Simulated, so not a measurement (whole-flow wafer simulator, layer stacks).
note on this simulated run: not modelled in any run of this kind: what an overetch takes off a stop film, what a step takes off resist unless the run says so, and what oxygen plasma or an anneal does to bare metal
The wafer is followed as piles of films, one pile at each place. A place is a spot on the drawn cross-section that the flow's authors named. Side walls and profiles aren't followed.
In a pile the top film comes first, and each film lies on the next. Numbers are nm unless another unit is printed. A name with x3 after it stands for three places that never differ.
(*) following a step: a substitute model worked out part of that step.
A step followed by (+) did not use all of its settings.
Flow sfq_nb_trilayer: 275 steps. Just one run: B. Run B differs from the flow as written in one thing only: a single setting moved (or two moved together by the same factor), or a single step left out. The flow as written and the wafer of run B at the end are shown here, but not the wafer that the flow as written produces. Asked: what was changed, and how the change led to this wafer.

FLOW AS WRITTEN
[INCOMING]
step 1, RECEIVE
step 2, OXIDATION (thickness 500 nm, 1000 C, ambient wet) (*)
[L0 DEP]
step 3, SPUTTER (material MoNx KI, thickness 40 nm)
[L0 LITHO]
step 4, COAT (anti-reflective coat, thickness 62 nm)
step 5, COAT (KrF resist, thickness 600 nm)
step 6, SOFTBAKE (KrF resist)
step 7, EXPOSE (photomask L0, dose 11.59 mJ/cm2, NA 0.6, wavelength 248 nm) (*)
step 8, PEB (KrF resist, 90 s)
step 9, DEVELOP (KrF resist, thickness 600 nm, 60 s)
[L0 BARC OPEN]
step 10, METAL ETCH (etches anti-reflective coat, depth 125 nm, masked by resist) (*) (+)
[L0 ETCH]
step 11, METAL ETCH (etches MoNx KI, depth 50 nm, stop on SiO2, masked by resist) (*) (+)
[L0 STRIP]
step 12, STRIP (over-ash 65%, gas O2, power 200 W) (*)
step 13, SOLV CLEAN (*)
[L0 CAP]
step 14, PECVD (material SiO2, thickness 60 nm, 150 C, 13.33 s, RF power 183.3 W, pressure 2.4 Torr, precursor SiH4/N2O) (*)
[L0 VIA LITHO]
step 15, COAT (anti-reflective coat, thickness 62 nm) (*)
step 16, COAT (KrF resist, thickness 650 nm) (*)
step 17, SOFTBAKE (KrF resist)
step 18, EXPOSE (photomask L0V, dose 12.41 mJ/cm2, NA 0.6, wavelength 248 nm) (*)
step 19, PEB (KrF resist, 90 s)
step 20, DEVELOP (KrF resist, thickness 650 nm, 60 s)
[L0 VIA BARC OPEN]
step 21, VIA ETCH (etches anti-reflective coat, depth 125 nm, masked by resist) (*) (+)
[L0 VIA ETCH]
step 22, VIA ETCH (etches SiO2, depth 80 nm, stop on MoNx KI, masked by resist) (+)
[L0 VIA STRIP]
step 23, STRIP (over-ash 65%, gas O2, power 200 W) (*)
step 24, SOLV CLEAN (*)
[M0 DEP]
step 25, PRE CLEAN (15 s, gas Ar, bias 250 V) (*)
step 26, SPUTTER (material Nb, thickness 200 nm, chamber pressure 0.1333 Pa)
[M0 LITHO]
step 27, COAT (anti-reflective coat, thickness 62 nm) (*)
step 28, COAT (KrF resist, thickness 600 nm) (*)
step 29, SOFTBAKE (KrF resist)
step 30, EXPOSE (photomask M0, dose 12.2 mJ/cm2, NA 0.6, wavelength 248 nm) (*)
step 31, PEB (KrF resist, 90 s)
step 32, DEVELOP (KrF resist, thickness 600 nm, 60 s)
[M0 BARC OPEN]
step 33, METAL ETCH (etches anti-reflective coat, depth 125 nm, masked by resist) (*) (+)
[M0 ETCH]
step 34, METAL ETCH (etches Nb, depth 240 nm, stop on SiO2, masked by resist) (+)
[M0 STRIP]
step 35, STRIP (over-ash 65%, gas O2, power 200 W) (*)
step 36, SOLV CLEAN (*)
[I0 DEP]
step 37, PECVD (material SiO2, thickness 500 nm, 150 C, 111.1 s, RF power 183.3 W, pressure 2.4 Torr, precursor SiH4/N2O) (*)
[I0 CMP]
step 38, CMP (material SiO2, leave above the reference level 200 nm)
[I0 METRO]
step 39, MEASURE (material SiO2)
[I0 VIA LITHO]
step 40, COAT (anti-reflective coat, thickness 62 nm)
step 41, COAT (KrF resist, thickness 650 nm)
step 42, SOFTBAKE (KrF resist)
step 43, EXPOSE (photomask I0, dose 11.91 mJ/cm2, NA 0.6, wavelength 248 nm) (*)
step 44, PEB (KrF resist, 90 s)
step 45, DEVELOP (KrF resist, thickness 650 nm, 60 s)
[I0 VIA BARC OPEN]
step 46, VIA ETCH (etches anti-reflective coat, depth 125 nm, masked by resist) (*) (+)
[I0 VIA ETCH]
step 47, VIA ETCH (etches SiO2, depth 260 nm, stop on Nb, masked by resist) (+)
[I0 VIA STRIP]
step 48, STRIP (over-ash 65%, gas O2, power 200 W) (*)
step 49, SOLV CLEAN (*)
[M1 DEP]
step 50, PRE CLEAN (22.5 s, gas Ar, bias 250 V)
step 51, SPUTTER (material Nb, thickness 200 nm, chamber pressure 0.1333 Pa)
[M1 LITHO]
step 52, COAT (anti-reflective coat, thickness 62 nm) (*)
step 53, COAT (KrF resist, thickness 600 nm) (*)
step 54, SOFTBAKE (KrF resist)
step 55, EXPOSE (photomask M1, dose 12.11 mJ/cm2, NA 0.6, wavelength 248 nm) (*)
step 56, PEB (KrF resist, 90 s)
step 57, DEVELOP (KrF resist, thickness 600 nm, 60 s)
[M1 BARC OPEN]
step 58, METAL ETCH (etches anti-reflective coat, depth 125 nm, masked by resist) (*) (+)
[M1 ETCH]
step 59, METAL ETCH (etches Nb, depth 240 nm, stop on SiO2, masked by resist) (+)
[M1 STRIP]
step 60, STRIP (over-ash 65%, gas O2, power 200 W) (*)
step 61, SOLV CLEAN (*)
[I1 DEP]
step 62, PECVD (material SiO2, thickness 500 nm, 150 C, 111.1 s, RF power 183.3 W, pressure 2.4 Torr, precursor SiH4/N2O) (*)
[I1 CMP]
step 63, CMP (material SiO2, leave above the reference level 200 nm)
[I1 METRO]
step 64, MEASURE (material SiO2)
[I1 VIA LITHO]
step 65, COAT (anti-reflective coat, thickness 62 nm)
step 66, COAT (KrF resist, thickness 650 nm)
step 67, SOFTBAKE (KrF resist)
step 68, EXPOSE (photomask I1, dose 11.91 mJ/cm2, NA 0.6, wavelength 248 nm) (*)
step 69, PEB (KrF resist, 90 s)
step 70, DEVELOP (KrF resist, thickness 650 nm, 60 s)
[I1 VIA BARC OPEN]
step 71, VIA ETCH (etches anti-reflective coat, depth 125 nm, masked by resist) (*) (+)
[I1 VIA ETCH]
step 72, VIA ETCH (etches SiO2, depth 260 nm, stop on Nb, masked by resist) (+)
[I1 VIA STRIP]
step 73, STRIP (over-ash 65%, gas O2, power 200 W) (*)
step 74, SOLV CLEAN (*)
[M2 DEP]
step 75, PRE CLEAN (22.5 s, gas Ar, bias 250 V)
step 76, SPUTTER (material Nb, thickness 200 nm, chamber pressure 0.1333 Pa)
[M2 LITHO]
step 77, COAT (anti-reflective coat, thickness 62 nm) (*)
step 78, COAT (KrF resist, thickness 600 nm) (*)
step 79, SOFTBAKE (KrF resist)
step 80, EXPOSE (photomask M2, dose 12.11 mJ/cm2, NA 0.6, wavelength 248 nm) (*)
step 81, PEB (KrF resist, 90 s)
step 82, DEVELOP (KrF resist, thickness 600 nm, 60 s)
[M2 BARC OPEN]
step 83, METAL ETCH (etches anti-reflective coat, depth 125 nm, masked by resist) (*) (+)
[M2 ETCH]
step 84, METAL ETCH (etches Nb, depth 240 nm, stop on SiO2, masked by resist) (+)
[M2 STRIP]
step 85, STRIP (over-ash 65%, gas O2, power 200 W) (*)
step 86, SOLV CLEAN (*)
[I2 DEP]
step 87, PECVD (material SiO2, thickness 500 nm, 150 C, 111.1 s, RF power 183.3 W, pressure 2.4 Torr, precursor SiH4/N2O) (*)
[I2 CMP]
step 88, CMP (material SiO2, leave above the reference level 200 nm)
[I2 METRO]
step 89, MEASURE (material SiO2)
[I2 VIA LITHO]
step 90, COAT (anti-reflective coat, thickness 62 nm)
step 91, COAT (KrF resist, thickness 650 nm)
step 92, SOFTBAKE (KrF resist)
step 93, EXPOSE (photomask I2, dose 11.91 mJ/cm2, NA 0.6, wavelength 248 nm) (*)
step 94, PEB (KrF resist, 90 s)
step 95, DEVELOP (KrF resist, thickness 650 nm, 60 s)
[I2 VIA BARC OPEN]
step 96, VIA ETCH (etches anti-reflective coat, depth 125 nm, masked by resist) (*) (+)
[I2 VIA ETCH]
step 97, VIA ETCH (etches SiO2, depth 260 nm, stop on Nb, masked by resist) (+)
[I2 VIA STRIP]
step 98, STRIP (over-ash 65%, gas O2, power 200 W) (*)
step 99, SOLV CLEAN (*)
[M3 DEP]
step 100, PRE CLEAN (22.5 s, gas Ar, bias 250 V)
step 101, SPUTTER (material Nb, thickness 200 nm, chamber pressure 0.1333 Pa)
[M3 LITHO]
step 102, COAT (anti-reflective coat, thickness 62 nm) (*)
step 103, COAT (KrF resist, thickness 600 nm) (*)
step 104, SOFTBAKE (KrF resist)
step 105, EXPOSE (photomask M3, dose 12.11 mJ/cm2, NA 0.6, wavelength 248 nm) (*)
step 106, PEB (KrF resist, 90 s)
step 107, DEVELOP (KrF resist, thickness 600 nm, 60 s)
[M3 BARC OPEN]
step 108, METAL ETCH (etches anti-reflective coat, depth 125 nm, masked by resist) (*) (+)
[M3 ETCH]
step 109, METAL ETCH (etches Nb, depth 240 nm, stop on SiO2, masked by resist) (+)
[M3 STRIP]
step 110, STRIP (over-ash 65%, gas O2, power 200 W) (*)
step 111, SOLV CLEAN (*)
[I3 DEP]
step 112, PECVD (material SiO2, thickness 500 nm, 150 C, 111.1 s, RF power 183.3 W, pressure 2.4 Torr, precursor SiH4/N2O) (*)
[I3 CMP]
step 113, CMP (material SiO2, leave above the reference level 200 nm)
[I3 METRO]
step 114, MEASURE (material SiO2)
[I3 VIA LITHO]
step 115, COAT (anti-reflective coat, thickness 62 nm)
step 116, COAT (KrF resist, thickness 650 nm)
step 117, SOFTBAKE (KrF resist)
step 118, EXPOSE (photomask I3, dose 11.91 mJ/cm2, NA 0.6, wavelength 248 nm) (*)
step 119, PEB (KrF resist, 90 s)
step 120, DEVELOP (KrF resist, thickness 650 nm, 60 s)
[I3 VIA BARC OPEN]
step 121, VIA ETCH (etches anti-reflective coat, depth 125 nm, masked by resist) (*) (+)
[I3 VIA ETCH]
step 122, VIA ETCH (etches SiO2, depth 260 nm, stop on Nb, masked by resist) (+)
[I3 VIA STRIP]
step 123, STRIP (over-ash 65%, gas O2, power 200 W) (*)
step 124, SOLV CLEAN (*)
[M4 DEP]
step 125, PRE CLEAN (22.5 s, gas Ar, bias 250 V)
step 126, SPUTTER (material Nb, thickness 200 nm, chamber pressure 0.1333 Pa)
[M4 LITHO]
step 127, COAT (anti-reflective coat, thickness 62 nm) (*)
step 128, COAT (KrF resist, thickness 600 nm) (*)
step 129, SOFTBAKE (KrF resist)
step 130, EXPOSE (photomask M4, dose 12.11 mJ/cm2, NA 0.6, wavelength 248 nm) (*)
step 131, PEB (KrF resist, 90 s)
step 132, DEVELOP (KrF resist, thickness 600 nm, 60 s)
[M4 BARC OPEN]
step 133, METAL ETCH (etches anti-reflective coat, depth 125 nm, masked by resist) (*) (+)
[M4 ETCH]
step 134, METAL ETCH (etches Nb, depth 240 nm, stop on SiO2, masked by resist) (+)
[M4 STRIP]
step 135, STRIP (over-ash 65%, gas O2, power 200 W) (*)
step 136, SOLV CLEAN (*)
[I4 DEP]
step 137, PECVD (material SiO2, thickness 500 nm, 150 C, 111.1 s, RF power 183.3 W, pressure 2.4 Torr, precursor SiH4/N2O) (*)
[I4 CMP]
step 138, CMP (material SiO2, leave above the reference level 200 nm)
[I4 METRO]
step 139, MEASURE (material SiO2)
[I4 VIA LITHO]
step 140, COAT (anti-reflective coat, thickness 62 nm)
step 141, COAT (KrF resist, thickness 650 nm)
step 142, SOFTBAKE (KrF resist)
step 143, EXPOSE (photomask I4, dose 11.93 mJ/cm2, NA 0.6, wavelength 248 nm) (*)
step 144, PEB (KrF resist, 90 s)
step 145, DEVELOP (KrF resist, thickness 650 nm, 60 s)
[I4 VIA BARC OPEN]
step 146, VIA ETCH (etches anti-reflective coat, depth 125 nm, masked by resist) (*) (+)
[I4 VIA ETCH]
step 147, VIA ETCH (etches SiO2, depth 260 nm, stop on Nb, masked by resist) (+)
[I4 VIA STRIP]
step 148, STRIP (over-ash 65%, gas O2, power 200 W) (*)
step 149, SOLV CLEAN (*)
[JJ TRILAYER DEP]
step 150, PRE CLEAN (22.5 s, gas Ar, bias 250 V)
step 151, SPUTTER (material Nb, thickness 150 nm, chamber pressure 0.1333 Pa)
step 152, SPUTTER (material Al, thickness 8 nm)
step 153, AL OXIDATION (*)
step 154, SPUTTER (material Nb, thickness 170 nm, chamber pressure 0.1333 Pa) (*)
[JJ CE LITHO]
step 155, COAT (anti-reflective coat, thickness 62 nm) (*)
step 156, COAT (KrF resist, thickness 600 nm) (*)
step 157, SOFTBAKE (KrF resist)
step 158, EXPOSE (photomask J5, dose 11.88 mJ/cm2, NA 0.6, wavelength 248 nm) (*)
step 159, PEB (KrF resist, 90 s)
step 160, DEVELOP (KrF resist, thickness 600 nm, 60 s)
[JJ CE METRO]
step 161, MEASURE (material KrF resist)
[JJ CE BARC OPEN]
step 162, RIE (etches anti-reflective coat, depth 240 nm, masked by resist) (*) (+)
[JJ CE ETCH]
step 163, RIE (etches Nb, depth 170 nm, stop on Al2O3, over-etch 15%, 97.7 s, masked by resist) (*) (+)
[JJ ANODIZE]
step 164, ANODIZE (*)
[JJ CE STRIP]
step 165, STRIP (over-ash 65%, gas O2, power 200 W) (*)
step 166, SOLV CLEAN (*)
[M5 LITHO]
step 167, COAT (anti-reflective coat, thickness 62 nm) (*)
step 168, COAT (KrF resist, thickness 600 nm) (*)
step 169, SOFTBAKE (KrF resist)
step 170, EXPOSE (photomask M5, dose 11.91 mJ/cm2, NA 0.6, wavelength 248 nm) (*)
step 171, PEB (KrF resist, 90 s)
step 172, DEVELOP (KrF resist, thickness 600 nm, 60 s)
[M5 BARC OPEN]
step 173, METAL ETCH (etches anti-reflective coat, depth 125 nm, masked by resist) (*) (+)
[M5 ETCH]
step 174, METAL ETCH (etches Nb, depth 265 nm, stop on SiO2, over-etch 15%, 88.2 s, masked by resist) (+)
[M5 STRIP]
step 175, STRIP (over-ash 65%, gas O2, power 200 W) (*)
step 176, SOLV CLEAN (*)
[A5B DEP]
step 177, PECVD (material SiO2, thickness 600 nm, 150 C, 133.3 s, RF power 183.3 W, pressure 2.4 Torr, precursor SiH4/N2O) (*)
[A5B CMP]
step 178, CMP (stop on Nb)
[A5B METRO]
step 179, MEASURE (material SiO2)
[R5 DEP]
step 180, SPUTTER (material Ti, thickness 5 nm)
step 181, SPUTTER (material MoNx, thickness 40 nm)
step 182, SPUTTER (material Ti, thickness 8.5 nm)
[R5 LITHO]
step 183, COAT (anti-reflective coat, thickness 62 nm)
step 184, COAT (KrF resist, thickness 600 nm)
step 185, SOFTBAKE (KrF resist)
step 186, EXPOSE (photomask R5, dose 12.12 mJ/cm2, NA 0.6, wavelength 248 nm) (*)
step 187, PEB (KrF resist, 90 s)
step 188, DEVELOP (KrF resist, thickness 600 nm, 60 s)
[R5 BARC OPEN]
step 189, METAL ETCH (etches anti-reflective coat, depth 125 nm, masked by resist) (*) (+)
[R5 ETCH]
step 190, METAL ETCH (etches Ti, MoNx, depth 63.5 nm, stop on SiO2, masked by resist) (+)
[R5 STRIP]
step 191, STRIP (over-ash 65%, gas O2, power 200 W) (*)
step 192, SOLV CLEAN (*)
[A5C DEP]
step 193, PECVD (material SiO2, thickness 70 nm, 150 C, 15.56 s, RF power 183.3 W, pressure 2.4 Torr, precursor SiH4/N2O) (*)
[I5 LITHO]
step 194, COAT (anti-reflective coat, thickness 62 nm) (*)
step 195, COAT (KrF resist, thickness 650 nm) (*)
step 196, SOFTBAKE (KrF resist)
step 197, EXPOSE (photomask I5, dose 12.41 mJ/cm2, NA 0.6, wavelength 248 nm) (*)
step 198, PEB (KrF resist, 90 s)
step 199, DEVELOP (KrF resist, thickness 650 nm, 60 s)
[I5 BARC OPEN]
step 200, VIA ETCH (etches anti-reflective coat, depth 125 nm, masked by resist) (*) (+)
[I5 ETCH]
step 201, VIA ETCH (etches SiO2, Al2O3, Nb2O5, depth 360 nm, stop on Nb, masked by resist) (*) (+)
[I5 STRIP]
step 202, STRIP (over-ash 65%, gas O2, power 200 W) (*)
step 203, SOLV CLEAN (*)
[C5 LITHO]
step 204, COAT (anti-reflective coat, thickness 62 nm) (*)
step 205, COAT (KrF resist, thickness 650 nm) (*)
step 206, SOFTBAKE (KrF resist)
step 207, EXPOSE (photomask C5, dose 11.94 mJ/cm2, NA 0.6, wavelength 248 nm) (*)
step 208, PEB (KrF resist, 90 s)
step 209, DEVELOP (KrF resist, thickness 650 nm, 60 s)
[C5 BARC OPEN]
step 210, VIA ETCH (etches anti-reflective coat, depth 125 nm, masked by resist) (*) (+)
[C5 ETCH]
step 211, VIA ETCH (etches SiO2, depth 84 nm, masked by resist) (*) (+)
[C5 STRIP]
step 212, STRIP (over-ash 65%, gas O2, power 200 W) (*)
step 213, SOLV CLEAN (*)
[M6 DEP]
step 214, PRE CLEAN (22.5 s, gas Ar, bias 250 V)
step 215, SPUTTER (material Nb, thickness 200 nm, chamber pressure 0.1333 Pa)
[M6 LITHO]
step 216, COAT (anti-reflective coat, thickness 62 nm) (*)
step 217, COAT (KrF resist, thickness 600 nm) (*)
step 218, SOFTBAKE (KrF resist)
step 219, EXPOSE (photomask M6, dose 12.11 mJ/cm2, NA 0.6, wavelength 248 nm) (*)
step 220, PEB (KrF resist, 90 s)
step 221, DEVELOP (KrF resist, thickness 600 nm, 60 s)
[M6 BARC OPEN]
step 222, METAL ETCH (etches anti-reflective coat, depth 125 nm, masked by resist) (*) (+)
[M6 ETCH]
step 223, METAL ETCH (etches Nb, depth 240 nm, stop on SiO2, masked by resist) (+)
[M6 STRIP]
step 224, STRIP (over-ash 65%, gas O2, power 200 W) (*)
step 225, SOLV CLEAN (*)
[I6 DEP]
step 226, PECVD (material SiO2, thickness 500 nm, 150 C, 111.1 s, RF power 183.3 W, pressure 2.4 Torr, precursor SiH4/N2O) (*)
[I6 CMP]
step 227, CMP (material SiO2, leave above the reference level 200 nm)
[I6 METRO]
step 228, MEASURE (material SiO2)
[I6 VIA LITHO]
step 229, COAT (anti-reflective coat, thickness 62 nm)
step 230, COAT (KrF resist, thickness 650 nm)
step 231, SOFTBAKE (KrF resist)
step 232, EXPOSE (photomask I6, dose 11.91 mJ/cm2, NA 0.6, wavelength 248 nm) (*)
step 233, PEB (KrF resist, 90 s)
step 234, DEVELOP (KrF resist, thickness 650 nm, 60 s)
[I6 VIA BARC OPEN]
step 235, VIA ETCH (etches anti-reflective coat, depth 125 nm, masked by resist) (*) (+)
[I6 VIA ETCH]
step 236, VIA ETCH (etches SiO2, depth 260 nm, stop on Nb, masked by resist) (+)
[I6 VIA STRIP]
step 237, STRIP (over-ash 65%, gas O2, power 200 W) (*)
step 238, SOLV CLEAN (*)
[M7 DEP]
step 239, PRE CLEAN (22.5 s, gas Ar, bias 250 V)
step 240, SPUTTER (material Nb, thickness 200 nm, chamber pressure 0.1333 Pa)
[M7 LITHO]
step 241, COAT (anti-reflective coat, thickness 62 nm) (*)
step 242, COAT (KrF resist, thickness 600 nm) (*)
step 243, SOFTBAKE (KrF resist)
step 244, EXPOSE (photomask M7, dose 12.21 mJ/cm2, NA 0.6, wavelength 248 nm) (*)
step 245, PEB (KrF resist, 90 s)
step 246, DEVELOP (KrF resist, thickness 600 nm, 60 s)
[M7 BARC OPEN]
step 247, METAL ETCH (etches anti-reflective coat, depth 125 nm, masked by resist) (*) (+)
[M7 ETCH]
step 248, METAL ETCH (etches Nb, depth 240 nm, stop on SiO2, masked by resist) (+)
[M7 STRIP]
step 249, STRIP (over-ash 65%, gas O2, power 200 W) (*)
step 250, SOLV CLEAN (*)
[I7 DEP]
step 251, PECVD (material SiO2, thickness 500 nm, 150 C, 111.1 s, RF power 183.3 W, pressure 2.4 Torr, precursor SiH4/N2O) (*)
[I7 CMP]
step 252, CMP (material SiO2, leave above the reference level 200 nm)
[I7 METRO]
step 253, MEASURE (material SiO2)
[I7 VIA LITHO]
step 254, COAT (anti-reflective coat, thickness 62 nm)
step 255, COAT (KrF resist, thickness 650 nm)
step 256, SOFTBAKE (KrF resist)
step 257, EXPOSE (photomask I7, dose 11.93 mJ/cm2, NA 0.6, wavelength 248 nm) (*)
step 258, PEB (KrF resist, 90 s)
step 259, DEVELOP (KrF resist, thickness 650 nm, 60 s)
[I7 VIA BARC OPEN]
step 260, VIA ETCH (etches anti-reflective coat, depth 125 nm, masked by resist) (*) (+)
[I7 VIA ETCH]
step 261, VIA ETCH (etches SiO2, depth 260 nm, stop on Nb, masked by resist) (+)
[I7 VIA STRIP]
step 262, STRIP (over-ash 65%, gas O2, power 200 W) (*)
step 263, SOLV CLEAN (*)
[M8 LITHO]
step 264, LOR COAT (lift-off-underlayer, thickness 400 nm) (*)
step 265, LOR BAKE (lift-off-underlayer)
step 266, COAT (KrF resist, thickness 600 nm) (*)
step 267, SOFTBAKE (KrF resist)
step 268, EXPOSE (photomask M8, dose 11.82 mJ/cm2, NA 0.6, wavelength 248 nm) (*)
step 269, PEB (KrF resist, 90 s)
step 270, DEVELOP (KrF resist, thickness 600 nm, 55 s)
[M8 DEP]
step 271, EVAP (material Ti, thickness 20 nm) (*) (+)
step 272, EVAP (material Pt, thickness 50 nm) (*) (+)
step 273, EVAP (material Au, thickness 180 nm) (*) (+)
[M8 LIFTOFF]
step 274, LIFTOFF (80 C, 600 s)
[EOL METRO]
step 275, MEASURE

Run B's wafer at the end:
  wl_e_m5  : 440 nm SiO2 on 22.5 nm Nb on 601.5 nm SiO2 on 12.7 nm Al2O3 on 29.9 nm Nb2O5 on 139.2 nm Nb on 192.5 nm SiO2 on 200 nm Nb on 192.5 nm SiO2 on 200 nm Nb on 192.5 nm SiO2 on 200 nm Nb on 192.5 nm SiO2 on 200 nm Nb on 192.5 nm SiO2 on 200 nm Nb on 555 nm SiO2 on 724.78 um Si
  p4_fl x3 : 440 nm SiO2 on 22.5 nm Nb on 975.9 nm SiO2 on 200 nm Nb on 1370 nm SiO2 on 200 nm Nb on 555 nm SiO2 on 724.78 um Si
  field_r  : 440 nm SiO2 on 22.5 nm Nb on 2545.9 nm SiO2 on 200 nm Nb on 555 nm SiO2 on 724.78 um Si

Cause: step 240, SPUTTER: thickness 262.5 nm was run, whereas the flow has thickness 200 nm.

How this came from the change, step by step:
  step 240, SPUTTER (material Nb, thickness 200 nm, chamber pressure 0.1333 Pa)
      field_l, v_sur, via_wl and 102 more: +262.5 Nb (new film) (as written it would have been: +200 Nb (new film))
      via_v: +211.8 Nb (as written it would have been: +161.1 Nb)
  step 248, METAL ETCH (etches Nb, depth 240 nm, stop on SiO2, masked by resist) (+)
      field_l, field_r, lsp_l and 62 more: -240 Nb (as written it would have been: -200 Nb (all of it))
  step 251, PECVD (material SiO2, thickness 500 nm, 150 C, 111.1 s, RF power 183.3 W, pressure 2.4 Torr, precursor SiH4/N2O) (*)
      field_l, p4_fl x3, p4_w1 x9 and 46 more: +500 SiO2 (new film) (as written it would have been: +500 SiO2)
      field_r, lsp_l: +473.2 SiO2 (new film) (as written it would have been: +477.7 SiO2)
      (also at 5 further places)
  step 252, CMP (material SiO2, leave above the reference level 200 nm)
      field_l, p4_fl x3, p4_w1 x9 and 46 more: -60 SiO2 (as written it would have been: -100 SiO2)
      field_r, lsp_l: -33.2 SiO2 (as written it would have been: -77.7 SiO2)
      (also at 3 further places)
Taking metal films that touch as one body, wl_e_m5 has 7 bodies (between them, from the top down: SiO2 601.5 / Al2O3 12.7 / Nb2O5 29.9; SiO2 192.5; SiO2 192.5; SiO2 192.5; SiO2 192.5; SiO2 192.5); the flow as written gives 6 bodies (between them, from the top down: SiO2 192.5; SiO2 192.5; SiO2 192.5; SiO2 192.5; SiO2 192.5).
Taking metal films that touch as one body, p4_fl x3 has 3 bodies (between them, from the top down: SiO2 975.9; SiO2 1370); the flow as written gives 2 bodies (between them, from the top down: SiO2 1370).
Taking metal films that touch as one body, field_r has 2 bodies (between them, from the top down: SiO2 2545.9); the flow as written gives 1 body.
